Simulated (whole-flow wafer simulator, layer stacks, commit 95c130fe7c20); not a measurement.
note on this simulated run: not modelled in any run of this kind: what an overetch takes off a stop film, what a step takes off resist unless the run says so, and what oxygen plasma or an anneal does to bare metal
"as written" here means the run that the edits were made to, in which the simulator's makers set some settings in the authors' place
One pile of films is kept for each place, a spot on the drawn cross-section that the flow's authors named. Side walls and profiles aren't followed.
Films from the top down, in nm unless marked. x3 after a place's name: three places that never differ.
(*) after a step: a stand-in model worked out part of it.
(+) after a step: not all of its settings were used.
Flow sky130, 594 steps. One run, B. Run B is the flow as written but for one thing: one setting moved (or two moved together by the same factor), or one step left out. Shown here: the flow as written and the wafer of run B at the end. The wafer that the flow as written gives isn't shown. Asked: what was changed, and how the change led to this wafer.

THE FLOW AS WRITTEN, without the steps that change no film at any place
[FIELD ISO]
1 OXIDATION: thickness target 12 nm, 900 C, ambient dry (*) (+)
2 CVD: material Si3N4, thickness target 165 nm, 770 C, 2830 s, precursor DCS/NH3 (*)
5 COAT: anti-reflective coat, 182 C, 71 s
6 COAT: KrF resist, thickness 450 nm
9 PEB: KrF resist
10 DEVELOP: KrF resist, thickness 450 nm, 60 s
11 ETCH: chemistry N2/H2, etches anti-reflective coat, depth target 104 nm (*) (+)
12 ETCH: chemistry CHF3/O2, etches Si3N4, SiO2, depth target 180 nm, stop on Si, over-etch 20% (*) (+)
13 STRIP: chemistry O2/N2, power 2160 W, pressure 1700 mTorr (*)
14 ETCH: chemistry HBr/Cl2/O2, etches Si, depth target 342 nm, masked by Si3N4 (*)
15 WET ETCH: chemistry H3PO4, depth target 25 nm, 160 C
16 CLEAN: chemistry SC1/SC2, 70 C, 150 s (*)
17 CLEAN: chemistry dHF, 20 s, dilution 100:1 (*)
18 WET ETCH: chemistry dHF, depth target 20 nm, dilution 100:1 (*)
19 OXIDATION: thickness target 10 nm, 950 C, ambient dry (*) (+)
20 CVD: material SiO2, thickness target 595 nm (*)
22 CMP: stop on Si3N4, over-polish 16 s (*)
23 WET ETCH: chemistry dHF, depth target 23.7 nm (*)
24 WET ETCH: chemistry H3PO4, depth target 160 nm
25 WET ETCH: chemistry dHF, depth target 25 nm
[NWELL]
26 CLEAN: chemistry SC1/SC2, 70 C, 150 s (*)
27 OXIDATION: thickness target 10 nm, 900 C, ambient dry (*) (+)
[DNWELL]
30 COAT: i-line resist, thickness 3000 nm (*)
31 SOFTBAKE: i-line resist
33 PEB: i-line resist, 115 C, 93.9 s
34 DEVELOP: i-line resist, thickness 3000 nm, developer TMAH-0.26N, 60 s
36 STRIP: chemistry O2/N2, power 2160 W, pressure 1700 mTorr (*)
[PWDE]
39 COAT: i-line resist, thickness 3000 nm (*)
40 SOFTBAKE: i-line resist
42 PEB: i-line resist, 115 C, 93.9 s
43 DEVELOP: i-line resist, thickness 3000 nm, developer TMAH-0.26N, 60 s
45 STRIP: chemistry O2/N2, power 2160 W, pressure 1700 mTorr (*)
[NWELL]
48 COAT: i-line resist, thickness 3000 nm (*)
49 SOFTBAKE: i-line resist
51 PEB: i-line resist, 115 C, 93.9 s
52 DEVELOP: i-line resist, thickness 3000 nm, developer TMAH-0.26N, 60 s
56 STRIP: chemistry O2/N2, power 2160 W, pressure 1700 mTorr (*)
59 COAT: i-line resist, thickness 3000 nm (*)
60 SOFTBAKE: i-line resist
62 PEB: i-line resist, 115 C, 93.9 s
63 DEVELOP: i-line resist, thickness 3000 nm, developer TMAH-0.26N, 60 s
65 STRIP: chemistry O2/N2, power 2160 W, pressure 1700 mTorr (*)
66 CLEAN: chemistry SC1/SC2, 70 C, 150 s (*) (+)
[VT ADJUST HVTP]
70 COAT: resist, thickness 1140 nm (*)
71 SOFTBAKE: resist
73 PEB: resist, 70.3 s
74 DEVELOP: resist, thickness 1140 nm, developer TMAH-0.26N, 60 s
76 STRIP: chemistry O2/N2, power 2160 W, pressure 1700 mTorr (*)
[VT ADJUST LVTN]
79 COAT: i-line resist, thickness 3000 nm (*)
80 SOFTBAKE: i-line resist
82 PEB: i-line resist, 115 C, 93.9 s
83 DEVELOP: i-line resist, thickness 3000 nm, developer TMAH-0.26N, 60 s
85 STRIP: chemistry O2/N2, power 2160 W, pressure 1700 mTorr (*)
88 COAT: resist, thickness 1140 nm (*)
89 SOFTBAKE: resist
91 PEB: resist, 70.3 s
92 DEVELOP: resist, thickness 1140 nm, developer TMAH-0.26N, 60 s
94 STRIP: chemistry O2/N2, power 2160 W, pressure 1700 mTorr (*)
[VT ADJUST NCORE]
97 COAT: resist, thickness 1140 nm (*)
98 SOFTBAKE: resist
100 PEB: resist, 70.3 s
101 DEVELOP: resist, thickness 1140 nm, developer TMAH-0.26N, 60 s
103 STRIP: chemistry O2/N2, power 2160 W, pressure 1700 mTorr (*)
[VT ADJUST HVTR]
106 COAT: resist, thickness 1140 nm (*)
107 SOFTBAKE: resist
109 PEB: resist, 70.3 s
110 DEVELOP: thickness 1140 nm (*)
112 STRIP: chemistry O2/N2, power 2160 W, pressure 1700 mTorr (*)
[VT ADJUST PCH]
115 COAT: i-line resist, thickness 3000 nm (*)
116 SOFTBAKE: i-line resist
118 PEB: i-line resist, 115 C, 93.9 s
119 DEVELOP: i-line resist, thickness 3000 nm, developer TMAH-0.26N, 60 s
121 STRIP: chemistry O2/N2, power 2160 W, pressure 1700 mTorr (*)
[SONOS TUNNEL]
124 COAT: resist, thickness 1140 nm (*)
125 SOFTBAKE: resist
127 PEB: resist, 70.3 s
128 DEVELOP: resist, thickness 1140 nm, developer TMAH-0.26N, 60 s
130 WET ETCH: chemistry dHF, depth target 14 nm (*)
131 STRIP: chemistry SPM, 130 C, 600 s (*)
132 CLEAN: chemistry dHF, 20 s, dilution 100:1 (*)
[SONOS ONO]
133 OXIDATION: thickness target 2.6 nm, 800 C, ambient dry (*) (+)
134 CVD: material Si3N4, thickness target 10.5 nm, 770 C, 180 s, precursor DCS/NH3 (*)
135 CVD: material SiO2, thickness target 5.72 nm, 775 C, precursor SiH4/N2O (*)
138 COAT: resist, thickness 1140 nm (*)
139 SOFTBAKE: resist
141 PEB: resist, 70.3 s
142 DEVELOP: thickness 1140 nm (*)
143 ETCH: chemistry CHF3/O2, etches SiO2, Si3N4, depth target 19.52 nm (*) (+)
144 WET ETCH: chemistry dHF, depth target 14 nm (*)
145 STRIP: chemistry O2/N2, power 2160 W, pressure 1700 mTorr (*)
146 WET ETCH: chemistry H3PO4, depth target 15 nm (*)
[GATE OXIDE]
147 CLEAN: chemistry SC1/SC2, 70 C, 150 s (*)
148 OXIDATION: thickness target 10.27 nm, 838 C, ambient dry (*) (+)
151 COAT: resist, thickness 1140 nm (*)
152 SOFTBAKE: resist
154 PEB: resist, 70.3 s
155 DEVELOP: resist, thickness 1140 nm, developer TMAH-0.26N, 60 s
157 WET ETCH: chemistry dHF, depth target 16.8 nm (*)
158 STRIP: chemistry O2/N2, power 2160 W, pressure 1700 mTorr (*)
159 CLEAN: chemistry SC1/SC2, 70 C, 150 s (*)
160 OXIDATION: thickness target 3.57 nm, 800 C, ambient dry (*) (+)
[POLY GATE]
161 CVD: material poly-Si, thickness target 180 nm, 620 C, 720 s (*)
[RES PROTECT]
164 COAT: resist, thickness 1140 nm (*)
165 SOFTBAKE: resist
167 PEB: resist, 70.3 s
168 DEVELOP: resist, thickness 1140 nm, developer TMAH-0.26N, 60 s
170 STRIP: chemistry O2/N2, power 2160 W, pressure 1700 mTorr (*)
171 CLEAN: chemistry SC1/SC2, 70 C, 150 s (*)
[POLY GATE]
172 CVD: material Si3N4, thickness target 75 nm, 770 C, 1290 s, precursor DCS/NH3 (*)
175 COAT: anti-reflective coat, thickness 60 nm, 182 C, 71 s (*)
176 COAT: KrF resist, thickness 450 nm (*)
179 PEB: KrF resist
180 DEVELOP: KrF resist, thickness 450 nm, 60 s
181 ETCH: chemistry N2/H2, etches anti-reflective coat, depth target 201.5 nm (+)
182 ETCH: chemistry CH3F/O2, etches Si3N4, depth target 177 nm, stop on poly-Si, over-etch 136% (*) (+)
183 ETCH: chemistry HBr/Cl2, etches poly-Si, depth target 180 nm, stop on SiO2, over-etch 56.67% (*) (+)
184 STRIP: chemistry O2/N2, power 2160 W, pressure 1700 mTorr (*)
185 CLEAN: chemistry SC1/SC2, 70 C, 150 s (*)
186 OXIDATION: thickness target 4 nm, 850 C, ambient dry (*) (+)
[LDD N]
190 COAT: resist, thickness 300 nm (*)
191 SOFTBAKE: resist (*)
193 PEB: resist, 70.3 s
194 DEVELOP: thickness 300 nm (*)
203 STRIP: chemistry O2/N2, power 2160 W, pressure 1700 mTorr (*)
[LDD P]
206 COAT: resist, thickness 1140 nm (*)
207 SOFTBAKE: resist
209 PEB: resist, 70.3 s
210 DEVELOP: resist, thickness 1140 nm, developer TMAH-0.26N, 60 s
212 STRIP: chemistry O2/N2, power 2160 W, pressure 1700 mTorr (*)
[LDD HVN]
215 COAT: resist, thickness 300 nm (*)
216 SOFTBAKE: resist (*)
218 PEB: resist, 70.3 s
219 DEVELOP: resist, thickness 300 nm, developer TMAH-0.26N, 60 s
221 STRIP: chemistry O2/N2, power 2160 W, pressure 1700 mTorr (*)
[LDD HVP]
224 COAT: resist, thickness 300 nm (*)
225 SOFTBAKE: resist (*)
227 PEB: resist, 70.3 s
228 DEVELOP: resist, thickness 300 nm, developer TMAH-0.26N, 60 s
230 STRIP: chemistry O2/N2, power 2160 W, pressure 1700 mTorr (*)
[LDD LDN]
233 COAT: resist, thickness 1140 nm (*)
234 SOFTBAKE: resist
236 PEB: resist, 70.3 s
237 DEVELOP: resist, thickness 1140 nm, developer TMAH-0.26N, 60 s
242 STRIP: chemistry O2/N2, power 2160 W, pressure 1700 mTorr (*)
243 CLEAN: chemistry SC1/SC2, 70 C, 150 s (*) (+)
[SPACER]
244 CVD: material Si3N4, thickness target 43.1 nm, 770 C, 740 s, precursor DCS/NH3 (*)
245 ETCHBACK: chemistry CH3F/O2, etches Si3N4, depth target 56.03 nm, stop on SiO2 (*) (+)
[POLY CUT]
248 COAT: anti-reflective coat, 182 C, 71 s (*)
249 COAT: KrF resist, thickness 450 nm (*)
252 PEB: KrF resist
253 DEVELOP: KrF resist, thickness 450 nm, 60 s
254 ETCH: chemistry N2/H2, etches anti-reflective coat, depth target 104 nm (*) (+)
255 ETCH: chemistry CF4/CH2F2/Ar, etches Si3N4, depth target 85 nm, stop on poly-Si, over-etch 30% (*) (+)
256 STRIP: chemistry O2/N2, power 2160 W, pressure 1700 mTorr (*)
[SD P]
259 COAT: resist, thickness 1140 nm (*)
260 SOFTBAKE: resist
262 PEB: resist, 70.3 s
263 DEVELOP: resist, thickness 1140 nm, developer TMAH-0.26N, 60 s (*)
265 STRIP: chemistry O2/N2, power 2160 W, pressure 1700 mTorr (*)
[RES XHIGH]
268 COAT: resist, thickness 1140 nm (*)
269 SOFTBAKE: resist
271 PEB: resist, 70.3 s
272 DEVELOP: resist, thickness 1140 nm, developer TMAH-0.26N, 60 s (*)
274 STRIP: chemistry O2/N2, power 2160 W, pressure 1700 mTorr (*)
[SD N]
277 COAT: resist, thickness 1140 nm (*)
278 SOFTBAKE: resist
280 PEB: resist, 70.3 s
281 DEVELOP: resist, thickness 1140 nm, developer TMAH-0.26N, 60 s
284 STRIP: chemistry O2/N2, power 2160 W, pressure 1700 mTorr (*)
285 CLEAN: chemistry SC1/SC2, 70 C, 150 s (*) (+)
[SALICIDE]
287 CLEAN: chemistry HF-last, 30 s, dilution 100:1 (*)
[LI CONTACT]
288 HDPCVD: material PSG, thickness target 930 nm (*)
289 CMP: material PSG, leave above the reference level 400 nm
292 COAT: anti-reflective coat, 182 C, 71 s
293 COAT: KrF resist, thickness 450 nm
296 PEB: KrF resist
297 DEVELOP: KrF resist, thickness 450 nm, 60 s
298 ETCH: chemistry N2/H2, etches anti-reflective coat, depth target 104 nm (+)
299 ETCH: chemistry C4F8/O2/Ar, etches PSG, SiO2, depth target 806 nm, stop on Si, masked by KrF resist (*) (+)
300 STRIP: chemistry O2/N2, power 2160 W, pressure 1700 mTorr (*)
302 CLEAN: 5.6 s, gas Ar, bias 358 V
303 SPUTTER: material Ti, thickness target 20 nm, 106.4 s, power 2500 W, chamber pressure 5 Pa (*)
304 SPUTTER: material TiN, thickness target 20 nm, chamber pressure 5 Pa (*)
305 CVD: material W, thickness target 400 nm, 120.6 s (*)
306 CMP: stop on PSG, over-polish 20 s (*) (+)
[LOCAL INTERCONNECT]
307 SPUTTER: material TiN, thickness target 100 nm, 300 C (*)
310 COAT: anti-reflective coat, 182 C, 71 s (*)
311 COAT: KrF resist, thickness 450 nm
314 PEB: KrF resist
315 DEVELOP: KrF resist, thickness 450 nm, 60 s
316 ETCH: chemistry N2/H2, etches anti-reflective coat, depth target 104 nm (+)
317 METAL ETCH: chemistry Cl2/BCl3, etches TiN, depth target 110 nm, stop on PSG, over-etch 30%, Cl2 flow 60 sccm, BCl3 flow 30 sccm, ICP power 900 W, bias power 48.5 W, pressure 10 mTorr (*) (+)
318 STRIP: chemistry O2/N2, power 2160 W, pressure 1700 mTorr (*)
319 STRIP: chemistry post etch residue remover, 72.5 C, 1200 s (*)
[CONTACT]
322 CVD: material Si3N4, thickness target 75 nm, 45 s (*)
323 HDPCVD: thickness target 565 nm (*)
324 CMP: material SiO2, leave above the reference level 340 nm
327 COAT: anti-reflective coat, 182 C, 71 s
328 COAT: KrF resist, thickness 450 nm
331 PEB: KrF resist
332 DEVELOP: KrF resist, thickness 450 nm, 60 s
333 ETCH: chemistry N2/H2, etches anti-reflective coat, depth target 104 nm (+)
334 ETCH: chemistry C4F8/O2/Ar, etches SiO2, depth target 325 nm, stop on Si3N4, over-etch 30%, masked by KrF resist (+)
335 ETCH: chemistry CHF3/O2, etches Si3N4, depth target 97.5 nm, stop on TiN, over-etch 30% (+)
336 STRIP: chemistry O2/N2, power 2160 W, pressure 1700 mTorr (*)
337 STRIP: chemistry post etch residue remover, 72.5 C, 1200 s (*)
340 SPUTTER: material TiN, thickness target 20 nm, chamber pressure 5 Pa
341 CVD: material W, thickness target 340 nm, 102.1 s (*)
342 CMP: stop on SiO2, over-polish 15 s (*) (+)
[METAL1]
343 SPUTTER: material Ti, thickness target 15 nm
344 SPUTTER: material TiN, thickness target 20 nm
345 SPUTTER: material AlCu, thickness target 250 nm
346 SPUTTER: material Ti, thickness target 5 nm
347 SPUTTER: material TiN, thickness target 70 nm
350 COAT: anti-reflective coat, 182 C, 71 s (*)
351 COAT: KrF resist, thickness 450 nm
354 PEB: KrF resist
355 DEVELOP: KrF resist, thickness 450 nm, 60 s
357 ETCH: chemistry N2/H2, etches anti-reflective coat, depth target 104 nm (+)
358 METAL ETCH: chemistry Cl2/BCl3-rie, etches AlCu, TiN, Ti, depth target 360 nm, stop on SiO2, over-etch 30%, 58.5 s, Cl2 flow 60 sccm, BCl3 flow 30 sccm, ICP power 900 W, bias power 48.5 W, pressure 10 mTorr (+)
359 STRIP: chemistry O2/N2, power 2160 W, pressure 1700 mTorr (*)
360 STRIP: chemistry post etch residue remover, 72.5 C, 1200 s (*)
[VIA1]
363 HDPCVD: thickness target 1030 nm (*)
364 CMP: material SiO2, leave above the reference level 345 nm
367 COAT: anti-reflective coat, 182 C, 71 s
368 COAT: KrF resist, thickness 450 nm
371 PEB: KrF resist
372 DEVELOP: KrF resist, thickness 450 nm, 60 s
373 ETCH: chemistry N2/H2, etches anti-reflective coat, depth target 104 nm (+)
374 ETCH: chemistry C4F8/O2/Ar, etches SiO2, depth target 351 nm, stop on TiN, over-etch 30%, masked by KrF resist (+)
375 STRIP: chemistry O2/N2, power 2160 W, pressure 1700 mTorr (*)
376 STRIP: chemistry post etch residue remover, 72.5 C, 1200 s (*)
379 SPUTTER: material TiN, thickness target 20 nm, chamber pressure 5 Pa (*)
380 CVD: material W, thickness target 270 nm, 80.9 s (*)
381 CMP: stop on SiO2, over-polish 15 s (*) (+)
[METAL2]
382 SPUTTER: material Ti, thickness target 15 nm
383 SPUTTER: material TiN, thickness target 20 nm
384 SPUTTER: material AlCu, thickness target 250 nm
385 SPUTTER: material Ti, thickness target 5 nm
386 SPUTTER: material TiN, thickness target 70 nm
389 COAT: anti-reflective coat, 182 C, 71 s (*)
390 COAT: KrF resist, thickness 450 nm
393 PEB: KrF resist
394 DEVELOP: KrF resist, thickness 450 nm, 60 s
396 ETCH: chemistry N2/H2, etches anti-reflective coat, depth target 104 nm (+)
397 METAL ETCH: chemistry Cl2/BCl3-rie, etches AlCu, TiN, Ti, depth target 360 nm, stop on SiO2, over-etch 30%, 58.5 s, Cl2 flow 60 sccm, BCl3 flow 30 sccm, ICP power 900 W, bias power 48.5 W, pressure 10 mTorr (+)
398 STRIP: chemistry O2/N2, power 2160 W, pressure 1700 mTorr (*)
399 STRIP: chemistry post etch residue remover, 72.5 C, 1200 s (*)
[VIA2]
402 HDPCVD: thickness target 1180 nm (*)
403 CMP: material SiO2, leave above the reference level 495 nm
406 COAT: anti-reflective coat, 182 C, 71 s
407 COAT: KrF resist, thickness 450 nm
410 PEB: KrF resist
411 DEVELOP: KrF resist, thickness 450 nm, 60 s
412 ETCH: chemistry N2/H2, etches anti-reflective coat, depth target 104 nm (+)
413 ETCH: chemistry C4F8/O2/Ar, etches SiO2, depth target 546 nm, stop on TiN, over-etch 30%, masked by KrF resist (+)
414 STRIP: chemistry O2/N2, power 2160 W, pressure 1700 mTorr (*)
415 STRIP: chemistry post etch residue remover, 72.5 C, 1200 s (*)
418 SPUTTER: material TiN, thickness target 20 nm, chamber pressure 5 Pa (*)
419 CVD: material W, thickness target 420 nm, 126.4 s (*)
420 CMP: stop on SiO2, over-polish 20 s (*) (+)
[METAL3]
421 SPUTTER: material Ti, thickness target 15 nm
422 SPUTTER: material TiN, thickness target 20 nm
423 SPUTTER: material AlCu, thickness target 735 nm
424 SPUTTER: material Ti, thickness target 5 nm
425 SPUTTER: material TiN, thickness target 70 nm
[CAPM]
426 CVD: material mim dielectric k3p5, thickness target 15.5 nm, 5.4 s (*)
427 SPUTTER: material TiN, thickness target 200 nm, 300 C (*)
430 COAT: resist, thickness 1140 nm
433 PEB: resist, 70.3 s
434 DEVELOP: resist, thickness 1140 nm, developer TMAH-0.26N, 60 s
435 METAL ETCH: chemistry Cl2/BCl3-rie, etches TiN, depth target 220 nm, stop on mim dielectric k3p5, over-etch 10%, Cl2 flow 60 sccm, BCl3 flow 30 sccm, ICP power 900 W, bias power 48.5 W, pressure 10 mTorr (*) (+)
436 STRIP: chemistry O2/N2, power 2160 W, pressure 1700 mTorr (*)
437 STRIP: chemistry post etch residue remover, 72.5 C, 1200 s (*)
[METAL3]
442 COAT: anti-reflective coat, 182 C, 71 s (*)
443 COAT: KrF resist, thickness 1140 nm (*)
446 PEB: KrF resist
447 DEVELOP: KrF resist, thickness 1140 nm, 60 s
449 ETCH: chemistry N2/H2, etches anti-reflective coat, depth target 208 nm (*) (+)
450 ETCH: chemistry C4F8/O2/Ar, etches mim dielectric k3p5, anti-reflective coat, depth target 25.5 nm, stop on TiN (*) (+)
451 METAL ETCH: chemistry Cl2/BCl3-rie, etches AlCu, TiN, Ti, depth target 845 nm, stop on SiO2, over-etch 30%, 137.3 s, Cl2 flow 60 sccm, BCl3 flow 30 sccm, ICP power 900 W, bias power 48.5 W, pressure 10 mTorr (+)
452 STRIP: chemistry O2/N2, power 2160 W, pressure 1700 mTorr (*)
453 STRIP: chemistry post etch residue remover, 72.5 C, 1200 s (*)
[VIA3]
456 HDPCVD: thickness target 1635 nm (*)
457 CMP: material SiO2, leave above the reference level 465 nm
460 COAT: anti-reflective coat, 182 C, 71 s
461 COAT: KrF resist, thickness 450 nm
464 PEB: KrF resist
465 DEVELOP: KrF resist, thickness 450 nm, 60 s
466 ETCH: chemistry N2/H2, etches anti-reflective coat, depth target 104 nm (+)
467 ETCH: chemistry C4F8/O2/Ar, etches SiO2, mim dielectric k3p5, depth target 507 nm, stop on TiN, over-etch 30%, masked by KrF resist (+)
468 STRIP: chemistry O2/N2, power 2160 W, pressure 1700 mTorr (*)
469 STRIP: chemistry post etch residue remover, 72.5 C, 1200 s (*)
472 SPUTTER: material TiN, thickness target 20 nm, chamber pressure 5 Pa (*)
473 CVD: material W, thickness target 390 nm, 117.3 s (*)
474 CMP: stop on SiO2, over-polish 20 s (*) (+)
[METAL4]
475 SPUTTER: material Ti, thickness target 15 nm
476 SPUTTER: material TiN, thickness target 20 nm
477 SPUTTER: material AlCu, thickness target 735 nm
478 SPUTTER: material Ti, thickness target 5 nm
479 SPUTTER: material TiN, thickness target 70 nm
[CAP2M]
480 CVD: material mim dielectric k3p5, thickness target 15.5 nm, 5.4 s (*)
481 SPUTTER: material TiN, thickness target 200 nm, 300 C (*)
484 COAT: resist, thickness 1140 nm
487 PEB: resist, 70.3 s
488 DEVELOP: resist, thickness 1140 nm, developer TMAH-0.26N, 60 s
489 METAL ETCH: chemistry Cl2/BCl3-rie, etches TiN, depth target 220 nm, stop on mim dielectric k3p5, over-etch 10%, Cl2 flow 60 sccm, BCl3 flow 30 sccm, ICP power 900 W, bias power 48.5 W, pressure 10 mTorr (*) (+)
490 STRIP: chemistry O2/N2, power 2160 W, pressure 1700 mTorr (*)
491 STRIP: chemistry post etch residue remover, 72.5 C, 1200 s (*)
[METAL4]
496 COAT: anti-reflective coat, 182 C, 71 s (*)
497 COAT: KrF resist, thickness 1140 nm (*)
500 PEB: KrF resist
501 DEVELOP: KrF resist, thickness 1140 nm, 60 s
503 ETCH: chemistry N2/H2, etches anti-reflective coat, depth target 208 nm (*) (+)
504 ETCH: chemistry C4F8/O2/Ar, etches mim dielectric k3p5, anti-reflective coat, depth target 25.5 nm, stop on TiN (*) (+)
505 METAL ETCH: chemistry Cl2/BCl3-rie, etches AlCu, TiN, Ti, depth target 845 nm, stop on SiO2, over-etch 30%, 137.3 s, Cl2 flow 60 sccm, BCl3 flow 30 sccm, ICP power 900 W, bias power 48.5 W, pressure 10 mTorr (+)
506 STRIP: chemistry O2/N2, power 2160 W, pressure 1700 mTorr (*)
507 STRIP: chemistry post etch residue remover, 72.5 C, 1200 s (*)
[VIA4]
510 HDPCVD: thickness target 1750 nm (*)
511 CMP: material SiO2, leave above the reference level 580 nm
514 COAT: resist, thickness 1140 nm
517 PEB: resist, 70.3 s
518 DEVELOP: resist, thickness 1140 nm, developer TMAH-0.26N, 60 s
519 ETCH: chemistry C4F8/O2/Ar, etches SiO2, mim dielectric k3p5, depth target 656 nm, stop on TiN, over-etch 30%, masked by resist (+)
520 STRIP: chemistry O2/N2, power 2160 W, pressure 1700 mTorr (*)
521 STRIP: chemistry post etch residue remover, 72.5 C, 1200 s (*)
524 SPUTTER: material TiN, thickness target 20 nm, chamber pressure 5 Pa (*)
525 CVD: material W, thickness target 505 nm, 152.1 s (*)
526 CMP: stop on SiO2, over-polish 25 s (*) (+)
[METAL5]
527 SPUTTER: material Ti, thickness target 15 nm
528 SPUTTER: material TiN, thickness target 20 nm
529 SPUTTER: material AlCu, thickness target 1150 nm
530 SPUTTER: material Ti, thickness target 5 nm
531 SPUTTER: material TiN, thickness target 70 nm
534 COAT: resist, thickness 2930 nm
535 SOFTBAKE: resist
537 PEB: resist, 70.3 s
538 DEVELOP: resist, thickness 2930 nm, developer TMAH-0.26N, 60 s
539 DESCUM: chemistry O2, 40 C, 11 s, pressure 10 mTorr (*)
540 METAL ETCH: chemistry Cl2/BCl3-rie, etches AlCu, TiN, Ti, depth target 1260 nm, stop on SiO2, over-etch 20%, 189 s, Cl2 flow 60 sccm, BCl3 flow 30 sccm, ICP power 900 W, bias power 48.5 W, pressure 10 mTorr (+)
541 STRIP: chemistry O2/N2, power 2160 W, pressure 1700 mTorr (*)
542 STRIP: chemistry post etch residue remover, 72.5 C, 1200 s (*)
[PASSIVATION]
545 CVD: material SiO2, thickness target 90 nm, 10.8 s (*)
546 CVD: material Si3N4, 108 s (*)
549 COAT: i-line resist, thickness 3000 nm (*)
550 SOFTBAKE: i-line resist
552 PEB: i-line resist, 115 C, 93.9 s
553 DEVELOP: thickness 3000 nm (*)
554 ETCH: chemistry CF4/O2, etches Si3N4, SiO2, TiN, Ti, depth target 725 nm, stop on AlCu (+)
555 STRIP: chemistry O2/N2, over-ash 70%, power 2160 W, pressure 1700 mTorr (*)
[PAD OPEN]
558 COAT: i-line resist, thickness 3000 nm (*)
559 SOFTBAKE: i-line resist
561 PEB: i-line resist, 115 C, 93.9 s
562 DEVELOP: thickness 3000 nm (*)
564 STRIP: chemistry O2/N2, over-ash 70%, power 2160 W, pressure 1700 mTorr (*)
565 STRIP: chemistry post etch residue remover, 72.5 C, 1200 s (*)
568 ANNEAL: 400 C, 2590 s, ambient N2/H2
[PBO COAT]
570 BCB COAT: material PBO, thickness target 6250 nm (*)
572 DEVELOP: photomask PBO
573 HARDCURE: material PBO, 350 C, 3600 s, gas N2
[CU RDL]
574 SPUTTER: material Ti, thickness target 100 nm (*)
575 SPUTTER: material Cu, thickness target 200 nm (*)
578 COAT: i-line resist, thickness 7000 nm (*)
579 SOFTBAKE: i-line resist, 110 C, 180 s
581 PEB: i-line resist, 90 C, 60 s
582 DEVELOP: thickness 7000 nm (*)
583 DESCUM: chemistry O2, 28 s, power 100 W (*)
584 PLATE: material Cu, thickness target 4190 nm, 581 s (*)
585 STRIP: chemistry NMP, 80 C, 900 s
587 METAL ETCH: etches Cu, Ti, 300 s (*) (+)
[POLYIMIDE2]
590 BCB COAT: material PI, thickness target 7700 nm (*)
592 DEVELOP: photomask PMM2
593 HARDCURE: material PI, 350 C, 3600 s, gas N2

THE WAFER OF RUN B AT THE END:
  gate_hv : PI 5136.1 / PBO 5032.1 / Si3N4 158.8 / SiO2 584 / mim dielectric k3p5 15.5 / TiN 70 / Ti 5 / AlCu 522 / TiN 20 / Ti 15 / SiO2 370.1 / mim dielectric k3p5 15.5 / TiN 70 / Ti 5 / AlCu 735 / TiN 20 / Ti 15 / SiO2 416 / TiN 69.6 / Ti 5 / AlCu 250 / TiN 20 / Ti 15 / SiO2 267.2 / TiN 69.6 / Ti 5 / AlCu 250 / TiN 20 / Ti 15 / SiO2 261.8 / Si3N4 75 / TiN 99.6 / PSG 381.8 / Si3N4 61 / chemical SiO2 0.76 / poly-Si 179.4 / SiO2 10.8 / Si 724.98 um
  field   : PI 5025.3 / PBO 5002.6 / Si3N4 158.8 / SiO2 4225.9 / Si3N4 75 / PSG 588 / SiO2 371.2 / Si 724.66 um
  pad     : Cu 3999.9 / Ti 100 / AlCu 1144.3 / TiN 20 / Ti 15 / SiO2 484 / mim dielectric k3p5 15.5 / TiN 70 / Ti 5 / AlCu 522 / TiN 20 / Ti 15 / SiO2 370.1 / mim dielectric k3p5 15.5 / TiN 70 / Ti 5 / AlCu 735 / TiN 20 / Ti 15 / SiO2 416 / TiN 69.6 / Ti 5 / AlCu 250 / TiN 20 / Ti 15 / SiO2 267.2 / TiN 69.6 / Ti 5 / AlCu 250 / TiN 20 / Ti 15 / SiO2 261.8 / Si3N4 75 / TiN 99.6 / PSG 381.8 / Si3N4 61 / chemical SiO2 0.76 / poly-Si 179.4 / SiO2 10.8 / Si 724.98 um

The cause: step 477, SPUTTER: thickness target 522 nm was run, where the flow has thickness target 735 nm.
It can be read off the wafer: gate_hv has AlCu 522, and step 477 as written asks for 735 nm.

How the change led to this, step by step:
  477 SPUTTER: material AlCu, thickness target 735 nm
      field, active, n_well and 189 more: AlCu +522 (new film) (as written it would be: AlCu +735 (new film))
  505 METAL ETCH: chemistry Cl2/BCl3-rie, etches AlCu, TiN, Ti, depth target 845 nm, stop on SiO2, over-etch 30%, 137.3 s, Cl2 flow 60 sccm, BCl3 flow 30 sccm, ICP power 900 W, bias power 48.5 W, pressure 10 mTorr (+)
      field, gate, spacer and 64 more: TiN -70 (all of it), Ti -5 (all of it), AlCu -522 (all of it), TiN -20 (all of it), Ti -15 (all of it), SiO2 -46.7 (as written it would be: TiN -70 (all of it), Ti -5 (all of it), AlCu -735 (all of it), TiN -20 (all of it), Ti -15 (all of it), SiO2 -25.4)
      vpp_iso1, m1_ln, rpo_hd and 6 more: TiN -70 (all of it), Ti -5 (all of it), AlCu -522 (all of it), TiN -20 (all of it), Ti -15 (all of it), SiO2 -46.6 (as written it would be: TiN -70 (all of it), Ti -5 (all of it), AlCu -735 (all of it), TiN -20 (all of it), Ti -15 (all of it), SiO2 -25.3)
      (and at 12 more places)
  511 CMP: material SiO2, leave above the reference level 580 nm
      field, gate, spacer and 71 more: SiO2 -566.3 (as written it would be: SiO2 -374.7)
      active, via2_hole, sonos_guard_hv, iso_guard_nw, rxpo_ln, rpm_encl_urpm: SiO2 -566.4 (as written it would be: SiO2 -374.7)
      (and at 8 more places)
